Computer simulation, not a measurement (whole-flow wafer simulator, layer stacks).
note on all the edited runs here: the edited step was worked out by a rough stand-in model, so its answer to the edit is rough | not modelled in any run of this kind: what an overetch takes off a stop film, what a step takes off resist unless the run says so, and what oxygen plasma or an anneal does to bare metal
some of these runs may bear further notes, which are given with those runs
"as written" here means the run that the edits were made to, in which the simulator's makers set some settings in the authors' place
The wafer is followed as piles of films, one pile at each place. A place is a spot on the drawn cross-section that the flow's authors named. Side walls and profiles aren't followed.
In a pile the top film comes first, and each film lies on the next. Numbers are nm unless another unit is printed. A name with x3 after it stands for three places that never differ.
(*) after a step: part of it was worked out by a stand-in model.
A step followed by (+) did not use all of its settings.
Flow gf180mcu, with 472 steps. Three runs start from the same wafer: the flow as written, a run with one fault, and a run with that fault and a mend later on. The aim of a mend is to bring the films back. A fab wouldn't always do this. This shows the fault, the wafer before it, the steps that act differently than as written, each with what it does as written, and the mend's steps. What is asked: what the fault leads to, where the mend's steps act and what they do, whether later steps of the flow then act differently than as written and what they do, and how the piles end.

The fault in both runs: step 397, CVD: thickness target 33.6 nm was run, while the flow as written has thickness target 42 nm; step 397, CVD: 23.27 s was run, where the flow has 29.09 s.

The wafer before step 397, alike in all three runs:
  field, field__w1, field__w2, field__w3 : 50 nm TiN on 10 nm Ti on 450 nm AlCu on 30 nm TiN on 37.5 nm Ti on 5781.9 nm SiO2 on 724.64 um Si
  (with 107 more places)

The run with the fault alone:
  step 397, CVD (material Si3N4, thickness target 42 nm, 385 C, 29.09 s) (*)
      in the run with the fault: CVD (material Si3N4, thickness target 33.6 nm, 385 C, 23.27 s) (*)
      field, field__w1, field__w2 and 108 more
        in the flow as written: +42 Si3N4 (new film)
        in the run with the fault: +33.6 Si3N4 (new film)
  Steps further on in the flow that do not act as written (6 more steps, not shown, differ only slightly: by at most 2% or 0.5 nm, whichever is larger):
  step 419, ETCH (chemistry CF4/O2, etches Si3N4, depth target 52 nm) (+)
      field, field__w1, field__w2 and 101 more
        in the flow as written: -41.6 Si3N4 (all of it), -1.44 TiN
        in the run with the fault: -33.3 Si3N4 (all of it), -2.31 TiN
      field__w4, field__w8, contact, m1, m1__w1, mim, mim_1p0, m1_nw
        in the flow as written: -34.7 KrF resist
        in the run with the fault: -33.3 KrF resist
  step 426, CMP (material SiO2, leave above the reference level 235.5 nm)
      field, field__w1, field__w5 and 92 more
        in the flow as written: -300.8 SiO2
        in the run with the fault: -309.2 SiO2
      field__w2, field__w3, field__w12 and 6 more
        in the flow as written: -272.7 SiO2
        in the run with the fault: -281.4 SiO2
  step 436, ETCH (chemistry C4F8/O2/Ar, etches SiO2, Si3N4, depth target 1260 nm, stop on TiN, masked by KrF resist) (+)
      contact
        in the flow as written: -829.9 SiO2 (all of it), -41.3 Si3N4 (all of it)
        in the run with the fault: -829.9 SiO2 (all of it), -32.9 Si3N4 (all of it)
  At field__w4, field__w8, m1, m1__w1, mim, mim_1p0, m1_nw, the piles at the end differ from the flow's by more than 2% or 0.5 nm, whichever is larger.
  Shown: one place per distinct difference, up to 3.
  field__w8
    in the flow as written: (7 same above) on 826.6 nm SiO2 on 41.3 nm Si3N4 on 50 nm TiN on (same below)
    in the run with the fault: (7 same above) on 826.6 nm SiO2 on 32.9 nm Si3N4 on 50 nm TiN on (same below)
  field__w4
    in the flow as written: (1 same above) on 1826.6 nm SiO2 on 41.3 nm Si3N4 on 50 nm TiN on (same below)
    in the run with the fault: (1 same above) on 1826.6 nm SiO2 on 32.9 nm Si3N4 on 50 nm TiN on (same below)
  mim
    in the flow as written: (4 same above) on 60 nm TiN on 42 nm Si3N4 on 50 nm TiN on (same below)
    in the run with the fault: (4 same above) on 60 nm TiN on 33.6 nm Si3N4 on 50 nm TiN on (same below)

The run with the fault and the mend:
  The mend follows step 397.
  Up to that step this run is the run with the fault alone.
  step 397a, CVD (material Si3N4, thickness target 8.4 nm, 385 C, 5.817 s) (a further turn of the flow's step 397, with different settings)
      field, field__w1, field__w2 and 108 more
        +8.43 Si3N4
  Later steps of the flow that are run all act as written at every place that is followed, up to a difference of at most 2% or 0.5 nm, whichever is larger.
  At the end the piles are close to the flow's at the places that both follow, differing by at most 2% or 0.5 nm, whichever is larger.
